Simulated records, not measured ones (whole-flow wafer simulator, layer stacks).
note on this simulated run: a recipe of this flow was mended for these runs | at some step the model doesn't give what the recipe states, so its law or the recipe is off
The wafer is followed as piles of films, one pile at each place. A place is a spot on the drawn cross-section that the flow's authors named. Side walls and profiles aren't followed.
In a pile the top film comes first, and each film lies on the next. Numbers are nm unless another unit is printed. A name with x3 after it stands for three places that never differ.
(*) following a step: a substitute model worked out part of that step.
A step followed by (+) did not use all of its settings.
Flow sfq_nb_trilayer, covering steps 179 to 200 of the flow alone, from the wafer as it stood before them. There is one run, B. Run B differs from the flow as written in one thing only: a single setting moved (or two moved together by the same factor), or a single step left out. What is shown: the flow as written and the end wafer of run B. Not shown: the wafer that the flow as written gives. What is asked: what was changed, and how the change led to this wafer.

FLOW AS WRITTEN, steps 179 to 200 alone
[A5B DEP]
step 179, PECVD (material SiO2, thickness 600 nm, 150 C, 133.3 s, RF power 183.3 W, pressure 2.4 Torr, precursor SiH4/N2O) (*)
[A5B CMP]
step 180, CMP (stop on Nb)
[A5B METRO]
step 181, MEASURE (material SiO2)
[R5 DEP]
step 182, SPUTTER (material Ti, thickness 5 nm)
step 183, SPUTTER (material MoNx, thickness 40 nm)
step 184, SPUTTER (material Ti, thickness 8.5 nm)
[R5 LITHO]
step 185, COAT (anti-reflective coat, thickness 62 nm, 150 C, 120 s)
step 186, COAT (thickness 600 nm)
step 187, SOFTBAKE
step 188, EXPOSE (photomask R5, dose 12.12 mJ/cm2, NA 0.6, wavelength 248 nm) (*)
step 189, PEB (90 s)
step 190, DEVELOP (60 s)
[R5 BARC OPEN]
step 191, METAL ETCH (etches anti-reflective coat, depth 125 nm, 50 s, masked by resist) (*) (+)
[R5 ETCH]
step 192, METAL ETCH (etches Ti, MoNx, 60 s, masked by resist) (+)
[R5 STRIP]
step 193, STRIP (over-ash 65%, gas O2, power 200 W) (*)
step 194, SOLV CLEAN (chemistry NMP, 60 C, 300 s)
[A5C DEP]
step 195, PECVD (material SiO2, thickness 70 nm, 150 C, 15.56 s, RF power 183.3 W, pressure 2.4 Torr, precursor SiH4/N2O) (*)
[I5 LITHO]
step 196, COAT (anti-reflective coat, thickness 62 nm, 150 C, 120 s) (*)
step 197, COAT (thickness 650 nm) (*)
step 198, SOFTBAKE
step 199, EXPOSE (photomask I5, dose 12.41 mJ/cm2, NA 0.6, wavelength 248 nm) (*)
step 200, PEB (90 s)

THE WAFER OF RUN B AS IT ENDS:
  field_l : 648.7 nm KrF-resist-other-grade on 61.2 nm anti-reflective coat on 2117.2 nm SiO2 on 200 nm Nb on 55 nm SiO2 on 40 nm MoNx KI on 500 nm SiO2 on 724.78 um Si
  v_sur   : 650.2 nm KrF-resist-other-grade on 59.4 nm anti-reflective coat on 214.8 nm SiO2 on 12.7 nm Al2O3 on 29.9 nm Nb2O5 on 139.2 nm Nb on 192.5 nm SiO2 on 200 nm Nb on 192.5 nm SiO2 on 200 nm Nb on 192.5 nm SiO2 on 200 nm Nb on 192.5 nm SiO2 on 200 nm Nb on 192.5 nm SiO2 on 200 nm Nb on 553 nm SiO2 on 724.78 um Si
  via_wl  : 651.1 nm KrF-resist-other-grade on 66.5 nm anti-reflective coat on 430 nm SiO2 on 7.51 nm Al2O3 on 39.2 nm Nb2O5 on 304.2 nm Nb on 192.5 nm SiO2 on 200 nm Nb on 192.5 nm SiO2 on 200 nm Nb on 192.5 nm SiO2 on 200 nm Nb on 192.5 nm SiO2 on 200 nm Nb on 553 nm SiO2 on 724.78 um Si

The reason: step 179, PECVD: thickness 384 nm was run, while the flow as written has thickness 600 nm; step 179, PECVD: 85.33 s was run, where the flow has 133.3 s.

The path from the change to this, step by step:
  step 179, PECVD (material SiO2, thickness 600 nm, 150 C, 133.3 s, RF power 183.3 W, pressure 2.4 Torr, precursor SiH4/N2O) (*)
      v_sur, via_sp, via_v and 47 more: SiO2 gains 384 (new film) (in the flow as written it would be: SiO2 gains 600 (new film))
      field_l, lsp_m, ln_m6 and 44 more: SiO2 gains 384 (in the flow as written it would be: SiO2 gains 600)
      (also at 9 further places)
  step 180, CMP (stop on Nb)
      via_wl, via_wr: nothing (in the flow as written it would be: SiO2 loses 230)
      via_w: nothing (in the flow as written it would be: SiO2 loses 229.6)
      (also at 103 further places)
  step 185, COAT (anti-reflective coat, thickness 62 nm, 150 C, 120 s)
      via_wl, via_w, via_wr: anti-reflective coat gains 66.4 (new film) (in the flow as written it would be: anti-reflective coat gains 62 (new film))
      v_sur: anti-reflective coat gains 59.1 (new film) (in the flow as written it would be: anti-reflective coat gains 62 (new film))
      (also at 1 further place)
  step 191, METAL ETCH (etches anti-reflective coat, depth 125 nm, 50 s, masked by resist) (*) (+)
      via_wl, via_w, via_wr: anti-reflective coat loses 66.4 (all of it) (in the flow as written it would be: anti-reflective coat loses 62 (all of it))
      v_sur: anti-reflective coat loses 59.1 (all of it) (in the flow as written it would be: anti-reflective coat loses 62 (all of it))
      (also at 1 further place)
  step 196, COAT (anti-reflective coat, thickness 62 nm, 150 C, 120 s) (*)
      v_sur: anti-reflective coat gains 59.4 (new film) (in the flow as written it would be: anti-reflective coat gains 62.2 (new film))
      via_wl: anti-reflective coat gains 66.5 (new film) (in the flow as written it would be: anti-reflective coat gains 62.3 (new film))
      (also at 3 further places)
